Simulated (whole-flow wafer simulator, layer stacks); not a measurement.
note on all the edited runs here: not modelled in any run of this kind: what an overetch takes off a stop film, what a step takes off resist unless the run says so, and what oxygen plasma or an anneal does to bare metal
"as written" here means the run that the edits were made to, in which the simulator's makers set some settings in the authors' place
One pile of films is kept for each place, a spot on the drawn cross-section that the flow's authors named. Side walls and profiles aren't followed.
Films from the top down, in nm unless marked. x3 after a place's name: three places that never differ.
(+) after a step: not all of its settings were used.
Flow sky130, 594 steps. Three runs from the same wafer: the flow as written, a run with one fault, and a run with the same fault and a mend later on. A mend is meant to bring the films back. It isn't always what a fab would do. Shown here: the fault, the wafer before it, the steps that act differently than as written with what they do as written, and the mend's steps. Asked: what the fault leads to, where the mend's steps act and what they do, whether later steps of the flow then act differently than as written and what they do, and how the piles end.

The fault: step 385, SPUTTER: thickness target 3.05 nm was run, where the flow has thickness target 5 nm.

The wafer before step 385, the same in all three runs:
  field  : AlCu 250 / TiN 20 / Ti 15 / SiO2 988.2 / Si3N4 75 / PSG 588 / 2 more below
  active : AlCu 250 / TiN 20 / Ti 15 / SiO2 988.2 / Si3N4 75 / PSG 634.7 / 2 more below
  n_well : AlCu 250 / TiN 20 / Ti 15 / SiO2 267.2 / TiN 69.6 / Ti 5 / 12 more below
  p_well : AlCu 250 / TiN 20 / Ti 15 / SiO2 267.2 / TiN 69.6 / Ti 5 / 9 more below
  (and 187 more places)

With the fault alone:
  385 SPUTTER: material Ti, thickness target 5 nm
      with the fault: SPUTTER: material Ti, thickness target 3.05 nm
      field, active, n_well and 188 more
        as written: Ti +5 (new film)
        with the fault: Ti +3.05 (new film)
  Later steps of the flow that act differently than as written (14 more steps differ only slightly, by at most 2% or 0.5 nm, whichever is larger, and aren't shown):
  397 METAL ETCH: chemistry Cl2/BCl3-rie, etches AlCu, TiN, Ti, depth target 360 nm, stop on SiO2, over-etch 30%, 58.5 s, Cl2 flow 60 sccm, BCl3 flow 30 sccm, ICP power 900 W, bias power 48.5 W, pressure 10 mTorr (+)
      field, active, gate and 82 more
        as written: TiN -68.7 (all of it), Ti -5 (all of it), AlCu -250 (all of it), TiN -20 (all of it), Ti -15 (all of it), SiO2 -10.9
        with the fault: TiN -68.7 (all of it), Ti -3.05 (all of it), AlCu -250 (all of it), TiN -20 (all of it), Ti -15 (all of it), SiO2 -11.1
  At the end the piles differ from the flow's by more than 2% or 0.5 nm, whichever is larger, at n_well, p_well, gate_hv and 103 more.
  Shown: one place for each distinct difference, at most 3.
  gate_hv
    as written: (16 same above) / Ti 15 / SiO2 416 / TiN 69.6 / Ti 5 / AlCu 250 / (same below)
    with the fault: (16 same above) / Ti 15 / SiO2 418 / TiN 69.6 / Ti 3.05 / AlCu 250 / (same below)
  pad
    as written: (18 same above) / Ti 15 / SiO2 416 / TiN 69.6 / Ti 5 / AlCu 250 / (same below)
    with the fault: (18 same above) / Ti 15 / SiO2 418 / TiN 69.6 / Ti 3.05 / AlCu 250 / (same below)
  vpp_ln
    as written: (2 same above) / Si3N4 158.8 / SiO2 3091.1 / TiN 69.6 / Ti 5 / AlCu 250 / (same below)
    with the fault: (2 same above) / Si3N4 158.8 / SiO2 3093.1 / TiN 69.6 / Ti 3.05 / AlCu 250 / (same below)

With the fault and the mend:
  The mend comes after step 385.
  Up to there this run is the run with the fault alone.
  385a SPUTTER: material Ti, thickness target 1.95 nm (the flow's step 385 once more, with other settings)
      field, active, n_well and 188 more
        Ti +1.95
  No later step of the flow acts differently than as written at any place that is followed.
  At the end the piles are the same as the flow's at every place that both follow.
